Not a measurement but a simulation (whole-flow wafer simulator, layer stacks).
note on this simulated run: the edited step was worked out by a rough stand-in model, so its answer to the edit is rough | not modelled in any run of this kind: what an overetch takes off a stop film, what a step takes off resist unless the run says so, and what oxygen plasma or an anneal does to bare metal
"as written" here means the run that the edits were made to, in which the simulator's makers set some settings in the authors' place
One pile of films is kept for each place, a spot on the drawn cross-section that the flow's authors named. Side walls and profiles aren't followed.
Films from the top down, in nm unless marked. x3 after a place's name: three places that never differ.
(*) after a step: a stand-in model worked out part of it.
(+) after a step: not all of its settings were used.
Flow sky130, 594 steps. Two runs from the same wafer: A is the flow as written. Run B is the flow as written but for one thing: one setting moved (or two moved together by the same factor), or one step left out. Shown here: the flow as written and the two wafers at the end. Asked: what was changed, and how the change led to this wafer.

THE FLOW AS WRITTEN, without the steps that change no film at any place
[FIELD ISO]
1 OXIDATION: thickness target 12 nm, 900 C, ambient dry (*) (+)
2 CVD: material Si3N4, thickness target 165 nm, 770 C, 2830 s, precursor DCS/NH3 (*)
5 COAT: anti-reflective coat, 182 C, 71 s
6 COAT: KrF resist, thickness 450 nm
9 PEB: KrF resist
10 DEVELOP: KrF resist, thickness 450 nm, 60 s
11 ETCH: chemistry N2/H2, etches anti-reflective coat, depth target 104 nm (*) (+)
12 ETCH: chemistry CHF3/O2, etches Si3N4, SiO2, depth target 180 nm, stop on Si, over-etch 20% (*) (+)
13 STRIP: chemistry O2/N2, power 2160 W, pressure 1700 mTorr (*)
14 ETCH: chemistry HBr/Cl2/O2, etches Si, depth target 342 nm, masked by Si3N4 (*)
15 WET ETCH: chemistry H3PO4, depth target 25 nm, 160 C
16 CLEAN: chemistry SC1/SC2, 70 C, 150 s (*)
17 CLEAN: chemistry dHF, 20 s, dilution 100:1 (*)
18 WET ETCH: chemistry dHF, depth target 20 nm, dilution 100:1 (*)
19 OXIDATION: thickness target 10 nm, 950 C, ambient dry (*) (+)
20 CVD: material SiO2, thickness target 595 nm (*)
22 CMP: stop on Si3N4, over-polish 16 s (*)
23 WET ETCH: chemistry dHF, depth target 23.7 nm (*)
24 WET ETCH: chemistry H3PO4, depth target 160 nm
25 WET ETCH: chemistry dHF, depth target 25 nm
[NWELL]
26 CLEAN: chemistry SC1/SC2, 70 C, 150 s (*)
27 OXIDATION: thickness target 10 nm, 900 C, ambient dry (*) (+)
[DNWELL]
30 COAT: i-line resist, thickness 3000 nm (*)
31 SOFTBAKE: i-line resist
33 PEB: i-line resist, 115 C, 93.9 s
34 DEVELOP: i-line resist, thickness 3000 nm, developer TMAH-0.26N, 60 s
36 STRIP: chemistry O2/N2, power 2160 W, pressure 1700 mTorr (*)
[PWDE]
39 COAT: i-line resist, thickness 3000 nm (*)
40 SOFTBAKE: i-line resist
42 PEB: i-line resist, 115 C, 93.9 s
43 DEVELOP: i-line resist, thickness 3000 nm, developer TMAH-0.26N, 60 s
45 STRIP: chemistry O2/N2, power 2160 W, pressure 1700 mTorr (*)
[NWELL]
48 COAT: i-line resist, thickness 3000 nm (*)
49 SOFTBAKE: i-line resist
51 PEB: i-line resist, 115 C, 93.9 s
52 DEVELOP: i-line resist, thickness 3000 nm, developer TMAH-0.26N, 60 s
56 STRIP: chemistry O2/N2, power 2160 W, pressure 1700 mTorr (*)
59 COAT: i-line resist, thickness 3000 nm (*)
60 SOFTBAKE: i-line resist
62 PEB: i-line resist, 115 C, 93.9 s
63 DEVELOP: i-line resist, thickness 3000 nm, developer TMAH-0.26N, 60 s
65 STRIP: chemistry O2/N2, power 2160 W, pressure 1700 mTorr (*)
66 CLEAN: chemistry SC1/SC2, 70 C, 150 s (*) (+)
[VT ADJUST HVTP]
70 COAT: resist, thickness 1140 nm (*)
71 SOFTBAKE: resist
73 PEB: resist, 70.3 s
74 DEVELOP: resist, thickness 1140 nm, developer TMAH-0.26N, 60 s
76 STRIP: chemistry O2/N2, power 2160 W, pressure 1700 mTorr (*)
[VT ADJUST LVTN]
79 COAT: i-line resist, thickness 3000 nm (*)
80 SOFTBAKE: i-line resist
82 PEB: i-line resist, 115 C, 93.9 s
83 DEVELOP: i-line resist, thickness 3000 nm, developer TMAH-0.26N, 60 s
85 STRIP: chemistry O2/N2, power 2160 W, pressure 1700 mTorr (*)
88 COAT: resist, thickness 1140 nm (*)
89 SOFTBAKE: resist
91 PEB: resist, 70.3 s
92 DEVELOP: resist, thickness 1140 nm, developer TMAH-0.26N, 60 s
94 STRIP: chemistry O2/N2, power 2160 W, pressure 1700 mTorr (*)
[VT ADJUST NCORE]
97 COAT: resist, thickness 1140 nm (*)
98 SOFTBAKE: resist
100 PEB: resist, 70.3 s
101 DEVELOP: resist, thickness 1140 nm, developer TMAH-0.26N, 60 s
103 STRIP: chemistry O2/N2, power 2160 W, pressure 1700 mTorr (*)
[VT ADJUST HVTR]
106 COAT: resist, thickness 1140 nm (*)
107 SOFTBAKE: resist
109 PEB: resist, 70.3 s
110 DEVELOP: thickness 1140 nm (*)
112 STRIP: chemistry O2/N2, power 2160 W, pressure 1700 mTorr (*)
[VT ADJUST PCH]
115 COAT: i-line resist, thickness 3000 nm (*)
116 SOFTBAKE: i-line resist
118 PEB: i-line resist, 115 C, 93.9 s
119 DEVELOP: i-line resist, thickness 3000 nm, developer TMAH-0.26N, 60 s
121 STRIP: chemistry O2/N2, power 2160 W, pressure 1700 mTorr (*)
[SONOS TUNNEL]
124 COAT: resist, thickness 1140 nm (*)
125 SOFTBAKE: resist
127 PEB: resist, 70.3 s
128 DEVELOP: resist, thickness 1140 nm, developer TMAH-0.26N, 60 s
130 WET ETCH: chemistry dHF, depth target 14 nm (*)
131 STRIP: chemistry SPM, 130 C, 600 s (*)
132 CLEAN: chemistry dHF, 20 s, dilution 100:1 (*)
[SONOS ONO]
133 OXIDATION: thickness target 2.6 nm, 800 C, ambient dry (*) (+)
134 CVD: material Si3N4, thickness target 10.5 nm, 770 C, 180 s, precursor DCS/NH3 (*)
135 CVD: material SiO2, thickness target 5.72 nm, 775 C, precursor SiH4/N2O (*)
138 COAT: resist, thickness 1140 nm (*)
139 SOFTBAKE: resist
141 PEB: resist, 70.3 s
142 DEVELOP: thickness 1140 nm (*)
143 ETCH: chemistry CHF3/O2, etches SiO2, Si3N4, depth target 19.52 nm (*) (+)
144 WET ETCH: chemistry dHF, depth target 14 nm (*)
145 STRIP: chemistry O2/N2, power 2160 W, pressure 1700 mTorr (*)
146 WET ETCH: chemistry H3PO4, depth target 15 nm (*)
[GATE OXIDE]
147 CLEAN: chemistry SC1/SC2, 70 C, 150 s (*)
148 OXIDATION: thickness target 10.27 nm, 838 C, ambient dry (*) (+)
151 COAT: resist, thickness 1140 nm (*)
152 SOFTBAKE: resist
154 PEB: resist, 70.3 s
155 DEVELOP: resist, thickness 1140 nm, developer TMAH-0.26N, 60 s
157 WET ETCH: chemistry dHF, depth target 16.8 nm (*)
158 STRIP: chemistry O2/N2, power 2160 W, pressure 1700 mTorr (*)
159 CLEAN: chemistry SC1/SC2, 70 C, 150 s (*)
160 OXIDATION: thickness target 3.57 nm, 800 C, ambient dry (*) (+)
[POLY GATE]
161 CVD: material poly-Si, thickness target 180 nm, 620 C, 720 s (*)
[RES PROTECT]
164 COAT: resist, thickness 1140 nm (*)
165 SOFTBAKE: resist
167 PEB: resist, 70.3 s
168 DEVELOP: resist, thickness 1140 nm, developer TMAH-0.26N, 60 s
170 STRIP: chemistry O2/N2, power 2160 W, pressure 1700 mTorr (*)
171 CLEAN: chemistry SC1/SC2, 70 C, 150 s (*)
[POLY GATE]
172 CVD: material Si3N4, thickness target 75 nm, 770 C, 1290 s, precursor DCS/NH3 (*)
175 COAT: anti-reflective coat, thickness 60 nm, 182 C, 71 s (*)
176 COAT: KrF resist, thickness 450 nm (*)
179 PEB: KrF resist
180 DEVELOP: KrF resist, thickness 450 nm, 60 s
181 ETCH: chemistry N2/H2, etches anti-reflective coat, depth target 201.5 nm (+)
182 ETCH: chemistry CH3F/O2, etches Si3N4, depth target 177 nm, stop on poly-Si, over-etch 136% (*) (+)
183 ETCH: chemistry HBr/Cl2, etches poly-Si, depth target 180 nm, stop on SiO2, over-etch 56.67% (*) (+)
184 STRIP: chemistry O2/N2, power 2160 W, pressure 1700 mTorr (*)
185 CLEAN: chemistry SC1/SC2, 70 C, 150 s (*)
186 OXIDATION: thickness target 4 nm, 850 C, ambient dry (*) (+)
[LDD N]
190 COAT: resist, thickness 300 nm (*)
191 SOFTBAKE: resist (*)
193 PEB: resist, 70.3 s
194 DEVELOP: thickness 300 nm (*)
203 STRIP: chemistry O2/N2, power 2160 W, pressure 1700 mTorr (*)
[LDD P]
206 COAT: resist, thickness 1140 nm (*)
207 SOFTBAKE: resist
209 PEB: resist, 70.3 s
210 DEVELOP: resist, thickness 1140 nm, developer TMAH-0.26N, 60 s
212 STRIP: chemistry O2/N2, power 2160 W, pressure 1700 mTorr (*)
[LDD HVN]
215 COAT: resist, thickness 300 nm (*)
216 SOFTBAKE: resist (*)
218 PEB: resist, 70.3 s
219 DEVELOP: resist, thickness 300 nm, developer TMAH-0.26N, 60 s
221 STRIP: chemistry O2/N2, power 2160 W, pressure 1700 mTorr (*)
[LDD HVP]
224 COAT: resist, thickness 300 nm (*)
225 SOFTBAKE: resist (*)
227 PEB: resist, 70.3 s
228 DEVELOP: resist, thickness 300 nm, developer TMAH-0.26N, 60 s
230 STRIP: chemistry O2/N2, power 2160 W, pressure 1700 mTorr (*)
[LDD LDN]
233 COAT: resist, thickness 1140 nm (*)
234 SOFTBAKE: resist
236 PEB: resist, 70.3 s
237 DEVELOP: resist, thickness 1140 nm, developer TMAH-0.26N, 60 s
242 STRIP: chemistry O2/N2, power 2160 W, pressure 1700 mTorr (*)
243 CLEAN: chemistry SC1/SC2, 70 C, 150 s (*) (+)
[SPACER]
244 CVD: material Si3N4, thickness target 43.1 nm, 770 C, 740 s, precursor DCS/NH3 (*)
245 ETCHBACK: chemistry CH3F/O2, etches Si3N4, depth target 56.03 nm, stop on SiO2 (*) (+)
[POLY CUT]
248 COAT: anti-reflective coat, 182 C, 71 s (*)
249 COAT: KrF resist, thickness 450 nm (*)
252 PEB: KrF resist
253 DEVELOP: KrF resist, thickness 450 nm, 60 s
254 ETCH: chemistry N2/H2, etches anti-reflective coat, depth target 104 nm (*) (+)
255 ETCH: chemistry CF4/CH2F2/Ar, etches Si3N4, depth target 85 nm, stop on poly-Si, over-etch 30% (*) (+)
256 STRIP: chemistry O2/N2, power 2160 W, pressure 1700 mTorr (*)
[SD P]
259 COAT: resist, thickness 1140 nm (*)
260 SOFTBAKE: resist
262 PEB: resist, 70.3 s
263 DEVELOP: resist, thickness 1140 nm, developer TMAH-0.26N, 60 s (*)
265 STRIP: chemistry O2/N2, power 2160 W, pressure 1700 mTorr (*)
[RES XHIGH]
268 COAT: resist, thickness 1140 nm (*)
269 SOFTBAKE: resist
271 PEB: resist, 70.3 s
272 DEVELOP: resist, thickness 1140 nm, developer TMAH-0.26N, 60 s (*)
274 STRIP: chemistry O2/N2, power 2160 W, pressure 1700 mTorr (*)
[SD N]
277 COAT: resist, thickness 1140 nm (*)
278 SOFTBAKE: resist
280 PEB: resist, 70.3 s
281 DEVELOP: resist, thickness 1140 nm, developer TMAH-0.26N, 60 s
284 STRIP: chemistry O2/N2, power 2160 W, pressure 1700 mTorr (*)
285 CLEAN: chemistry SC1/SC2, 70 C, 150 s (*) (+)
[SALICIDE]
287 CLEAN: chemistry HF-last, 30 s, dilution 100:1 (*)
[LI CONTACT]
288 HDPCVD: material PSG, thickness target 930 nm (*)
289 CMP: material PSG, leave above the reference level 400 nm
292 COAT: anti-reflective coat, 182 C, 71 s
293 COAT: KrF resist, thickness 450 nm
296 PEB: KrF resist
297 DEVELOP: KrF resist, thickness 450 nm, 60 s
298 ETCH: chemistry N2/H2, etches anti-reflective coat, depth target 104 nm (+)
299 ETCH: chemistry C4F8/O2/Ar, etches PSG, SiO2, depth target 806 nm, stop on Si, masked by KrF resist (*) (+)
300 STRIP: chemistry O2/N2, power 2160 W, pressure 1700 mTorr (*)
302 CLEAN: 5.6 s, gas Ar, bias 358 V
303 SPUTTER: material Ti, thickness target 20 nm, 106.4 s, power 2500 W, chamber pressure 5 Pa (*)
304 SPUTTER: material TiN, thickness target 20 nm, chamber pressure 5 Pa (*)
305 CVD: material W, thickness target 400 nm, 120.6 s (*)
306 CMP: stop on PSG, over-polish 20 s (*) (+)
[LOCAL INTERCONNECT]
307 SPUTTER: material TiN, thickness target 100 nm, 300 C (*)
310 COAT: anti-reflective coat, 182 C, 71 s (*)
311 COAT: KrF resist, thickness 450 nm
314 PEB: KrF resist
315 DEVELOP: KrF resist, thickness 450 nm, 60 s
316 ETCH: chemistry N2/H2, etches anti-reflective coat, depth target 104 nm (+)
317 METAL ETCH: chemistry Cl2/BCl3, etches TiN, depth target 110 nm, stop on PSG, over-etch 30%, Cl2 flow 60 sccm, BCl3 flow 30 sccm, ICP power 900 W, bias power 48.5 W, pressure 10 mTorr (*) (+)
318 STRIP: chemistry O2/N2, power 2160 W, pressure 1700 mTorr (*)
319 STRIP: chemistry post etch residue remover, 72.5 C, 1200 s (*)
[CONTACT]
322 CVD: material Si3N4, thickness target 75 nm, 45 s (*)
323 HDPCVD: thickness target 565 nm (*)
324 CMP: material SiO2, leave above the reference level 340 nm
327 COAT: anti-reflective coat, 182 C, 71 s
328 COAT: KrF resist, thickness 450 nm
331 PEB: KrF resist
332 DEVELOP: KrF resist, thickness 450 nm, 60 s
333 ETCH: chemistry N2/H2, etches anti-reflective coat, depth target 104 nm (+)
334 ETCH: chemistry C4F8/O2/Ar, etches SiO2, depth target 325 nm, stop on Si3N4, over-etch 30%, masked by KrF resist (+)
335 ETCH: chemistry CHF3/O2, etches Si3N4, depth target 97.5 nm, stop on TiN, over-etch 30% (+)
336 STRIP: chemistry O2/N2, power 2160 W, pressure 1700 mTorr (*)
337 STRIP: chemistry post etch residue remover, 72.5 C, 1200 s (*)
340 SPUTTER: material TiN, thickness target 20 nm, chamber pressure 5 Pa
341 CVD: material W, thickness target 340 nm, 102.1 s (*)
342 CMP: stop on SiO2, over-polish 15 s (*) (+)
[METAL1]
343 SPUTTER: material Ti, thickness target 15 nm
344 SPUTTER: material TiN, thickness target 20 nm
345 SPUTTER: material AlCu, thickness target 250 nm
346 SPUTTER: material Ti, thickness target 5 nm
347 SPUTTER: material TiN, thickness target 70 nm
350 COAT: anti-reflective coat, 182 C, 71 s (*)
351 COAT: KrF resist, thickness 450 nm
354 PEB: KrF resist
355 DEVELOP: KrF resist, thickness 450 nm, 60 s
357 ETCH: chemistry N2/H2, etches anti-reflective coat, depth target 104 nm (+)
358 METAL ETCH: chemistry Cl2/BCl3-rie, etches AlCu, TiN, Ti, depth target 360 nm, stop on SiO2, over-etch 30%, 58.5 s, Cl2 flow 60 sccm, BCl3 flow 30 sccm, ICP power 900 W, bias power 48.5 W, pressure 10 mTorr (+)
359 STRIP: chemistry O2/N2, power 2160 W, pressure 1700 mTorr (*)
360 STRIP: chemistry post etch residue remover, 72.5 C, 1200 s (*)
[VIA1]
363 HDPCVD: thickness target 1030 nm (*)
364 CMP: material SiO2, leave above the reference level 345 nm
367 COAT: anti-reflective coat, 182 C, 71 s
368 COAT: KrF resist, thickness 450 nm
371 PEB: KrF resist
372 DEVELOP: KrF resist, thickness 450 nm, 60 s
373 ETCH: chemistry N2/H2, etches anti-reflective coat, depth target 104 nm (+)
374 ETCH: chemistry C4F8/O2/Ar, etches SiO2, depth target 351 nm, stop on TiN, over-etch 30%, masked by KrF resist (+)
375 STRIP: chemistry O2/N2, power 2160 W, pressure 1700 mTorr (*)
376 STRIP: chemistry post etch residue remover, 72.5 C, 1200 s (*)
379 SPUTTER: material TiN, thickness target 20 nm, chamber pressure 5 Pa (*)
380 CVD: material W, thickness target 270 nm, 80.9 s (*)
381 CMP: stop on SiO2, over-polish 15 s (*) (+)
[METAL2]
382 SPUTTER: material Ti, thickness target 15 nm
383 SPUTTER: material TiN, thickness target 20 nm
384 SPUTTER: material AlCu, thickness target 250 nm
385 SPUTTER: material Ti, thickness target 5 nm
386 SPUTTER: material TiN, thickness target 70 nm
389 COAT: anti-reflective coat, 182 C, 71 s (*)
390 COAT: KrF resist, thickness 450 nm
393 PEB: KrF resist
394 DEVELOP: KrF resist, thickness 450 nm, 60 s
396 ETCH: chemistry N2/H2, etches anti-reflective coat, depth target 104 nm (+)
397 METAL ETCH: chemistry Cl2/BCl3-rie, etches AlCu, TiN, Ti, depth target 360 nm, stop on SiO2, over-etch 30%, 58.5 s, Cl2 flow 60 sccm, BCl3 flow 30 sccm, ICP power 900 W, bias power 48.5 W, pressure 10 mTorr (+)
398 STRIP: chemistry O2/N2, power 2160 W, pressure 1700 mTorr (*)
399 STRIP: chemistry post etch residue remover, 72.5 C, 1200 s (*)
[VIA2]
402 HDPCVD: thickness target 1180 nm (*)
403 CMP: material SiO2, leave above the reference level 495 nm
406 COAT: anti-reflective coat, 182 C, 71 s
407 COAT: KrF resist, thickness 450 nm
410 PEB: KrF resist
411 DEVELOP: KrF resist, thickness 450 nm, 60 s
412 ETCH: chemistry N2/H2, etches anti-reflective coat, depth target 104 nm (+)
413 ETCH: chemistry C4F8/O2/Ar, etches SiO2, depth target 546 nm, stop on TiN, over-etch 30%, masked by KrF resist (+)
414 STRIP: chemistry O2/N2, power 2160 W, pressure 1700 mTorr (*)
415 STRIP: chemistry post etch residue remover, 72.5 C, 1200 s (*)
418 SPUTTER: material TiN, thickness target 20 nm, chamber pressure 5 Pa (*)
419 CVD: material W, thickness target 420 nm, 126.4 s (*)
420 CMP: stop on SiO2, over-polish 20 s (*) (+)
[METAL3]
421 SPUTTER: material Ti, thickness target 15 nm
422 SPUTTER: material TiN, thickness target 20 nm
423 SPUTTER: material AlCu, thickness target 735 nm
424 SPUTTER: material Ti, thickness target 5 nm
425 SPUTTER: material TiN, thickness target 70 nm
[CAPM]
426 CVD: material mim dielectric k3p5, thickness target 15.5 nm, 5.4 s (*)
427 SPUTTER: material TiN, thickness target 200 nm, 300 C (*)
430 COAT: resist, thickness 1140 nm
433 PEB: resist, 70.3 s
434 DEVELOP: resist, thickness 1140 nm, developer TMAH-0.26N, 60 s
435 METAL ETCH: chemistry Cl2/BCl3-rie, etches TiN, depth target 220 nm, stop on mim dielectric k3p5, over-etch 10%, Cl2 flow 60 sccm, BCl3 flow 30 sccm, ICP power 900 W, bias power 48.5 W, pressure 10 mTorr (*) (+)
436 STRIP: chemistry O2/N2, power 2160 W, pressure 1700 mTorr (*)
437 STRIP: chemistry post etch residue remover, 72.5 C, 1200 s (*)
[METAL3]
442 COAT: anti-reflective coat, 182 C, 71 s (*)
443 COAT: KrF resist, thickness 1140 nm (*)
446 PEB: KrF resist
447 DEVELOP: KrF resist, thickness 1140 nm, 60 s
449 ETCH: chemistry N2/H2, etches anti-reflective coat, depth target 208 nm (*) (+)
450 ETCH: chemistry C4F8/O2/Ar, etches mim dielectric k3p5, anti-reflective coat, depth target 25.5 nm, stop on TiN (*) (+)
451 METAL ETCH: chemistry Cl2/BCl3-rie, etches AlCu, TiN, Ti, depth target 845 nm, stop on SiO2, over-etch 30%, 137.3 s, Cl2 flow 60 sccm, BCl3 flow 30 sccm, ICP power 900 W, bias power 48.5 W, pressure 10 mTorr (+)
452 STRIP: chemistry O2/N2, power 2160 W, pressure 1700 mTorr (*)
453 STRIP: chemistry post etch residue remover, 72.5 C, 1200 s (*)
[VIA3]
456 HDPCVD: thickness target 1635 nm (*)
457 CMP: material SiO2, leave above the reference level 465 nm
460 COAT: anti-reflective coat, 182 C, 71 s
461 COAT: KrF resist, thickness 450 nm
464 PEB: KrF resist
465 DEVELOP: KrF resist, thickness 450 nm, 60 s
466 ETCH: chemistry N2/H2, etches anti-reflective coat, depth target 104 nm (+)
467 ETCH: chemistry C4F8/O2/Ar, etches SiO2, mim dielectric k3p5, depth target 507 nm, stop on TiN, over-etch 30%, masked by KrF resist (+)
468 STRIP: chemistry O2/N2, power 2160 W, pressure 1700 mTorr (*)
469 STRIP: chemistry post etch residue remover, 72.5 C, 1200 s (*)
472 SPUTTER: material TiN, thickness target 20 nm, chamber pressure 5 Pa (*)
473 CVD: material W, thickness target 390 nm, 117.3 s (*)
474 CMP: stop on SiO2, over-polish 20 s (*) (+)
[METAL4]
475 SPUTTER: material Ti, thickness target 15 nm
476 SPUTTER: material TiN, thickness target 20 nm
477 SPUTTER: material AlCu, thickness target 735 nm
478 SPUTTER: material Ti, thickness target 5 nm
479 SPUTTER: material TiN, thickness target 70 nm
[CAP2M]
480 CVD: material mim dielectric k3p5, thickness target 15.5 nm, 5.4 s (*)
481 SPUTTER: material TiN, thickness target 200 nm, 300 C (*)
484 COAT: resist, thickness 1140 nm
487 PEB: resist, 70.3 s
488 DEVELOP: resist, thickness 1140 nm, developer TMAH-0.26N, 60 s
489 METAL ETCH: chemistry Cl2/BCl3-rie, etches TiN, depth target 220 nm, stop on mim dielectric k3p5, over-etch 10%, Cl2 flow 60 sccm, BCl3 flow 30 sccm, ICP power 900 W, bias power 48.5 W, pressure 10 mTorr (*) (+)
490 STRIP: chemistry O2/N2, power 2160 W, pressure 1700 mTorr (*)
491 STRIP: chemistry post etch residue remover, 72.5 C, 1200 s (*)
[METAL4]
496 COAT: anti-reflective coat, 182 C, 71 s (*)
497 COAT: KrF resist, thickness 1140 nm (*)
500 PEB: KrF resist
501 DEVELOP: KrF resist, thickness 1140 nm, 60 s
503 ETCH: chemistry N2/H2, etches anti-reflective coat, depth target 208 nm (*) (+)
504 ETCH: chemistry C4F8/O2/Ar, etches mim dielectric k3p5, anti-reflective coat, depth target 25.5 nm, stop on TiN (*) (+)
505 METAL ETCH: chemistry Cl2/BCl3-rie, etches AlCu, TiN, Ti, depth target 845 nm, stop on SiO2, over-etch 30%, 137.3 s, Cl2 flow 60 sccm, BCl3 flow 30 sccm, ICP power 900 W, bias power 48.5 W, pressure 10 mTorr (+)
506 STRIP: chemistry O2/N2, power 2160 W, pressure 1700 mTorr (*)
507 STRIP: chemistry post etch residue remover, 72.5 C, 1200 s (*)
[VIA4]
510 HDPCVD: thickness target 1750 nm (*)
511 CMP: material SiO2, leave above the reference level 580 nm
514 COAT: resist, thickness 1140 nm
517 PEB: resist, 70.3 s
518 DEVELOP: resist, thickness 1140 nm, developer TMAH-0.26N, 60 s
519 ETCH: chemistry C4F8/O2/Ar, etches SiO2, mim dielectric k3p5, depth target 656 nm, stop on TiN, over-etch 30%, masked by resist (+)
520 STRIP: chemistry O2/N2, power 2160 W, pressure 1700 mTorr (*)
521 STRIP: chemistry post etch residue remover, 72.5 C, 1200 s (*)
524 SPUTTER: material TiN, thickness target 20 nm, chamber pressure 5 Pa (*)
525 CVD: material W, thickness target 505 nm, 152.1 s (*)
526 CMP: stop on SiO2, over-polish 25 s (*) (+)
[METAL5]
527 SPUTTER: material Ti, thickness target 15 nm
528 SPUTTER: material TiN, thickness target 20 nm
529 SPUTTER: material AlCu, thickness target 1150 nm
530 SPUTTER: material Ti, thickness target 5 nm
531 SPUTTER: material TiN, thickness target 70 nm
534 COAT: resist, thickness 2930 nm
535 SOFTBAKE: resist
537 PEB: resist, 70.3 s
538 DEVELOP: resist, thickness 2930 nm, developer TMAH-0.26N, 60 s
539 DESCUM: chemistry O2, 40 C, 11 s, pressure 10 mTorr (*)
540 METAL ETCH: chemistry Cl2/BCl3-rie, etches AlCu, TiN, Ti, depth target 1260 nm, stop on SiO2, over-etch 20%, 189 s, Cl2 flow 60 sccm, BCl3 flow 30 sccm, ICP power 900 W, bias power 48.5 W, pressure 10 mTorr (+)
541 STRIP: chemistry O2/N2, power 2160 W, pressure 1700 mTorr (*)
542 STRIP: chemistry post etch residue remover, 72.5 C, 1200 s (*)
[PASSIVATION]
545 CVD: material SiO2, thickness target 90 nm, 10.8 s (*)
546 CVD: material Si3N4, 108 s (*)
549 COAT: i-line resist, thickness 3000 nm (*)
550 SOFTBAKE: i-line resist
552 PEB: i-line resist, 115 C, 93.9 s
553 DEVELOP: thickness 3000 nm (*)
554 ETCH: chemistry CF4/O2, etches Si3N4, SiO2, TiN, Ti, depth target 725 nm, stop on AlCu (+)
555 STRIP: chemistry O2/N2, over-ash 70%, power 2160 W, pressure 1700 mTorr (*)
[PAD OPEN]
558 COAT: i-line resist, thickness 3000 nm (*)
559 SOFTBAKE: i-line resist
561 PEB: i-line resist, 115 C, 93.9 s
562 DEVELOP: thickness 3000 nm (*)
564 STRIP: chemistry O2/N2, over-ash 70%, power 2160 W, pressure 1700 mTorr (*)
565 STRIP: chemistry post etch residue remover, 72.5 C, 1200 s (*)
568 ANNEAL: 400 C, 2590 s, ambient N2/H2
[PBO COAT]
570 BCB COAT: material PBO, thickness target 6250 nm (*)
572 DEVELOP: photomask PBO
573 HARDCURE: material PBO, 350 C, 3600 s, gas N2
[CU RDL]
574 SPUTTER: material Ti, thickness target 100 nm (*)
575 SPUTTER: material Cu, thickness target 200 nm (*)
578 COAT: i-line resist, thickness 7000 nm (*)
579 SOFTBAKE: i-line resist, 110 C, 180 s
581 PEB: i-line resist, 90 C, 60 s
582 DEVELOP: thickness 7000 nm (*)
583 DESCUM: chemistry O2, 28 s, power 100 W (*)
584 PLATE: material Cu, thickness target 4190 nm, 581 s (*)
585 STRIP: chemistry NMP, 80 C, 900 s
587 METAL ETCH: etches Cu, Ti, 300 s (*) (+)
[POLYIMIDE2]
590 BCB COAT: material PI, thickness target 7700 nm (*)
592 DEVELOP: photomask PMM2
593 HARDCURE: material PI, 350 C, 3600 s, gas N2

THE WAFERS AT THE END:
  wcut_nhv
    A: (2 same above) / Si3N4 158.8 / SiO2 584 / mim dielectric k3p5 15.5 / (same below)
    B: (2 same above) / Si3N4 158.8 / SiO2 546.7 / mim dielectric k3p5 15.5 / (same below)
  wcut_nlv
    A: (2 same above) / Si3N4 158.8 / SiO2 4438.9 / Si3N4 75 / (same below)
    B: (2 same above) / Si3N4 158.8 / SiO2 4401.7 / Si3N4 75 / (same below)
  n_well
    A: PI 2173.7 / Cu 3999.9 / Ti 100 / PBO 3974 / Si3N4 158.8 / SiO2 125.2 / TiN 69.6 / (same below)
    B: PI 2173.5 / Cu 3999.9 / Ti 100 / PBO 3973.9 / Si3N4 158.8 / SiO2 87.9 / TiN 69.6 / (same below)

The cause: step 545, CVD: thickness target 63 nm was run, where the flow has thickness target 90 nm; step 545, CVD: 7.56 s was run, where the flow has 10.8 s.

How the change led to this, step by step:
  545 CVD: material SiO2, thickness target 90 nm, 10.8 s (*)
      field, active, gate and 175 more: A SiO2 +125.2 | B SiO2 +87.9
      n_well, p_well, sd_n and 12 more: A SiO2 +125.2 (new film) | B SiO2 +87.9 (new film)
  550 SOFTBAKE: i-line resist
      active: A i-line resist +12 | B i-line resist +11.3
      gate: A i-line resist -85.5 | B i-line resist -83.2
      (and at 54 more places)
  554 ETCH: chemistry CF4/O2, etches Si3N4, SiO2, TiN, Ti, depth target 725 nm, stop on AlCu (+)
      field, active, n_well and 189 more: A i-line resist -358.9 | B i-line resist -321.6
      pad: A Si3N4 -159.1 (all of it), SiO2 -125.2 (all of it), TiN -69.6 (all of it), Ti -5 (all of it) | B Si3N4 -159.1 (all of it), SiO2 -87.9 (all of it), TiN -69.6 (all of it), Ti -5 (all of it)
  555 STRIP: chemistry O2/N2, over-ash 70%, power 2160 W, pressure 1700 mTorr (*)
      n_well, p_well, sd_n, sd_p: A i-line resist -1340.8 (all of it) | B i-line resist -1378.1 (all of it)
      m1: A i-line resist -1364.1 (all of it) | B i-line resist -1399.8 (all of it)
      (and at 8 more places)
  559 SOFTBAKE: i-line resist
      field: A i-line resist +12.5 | B i-line resist +11.8
      active: A i-line resist +12 | B i-line resist +11.3
      (and at 60 more places)
  561 PEB: i-line resist, 115 C, 93.9 s
      pad: A i-line resist -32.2 | B i-line resist -31.5
  578 COAT: i-line resist, thickness 7000 nm (*)
      pad: A i-line resist +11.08 um (new film) | B i-line resist +11.05 um (new film)
  579 SOFTBAKE: i-line resist, 110 C, 180 s
      mim, vcap_hvt: A i-line resist -16.8 | B i-line resist -16.2
      ndiff_licon_rim, ndiff_licon: A i-line resist -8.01 | B i-line resist -7.45
      (and at 10 more places)
  582 DEVELOP: thickness 7000 nm (*)
      pad: A i-line resist -11.08 um (all of it) | B i-line resist -11.04 um (all of it)
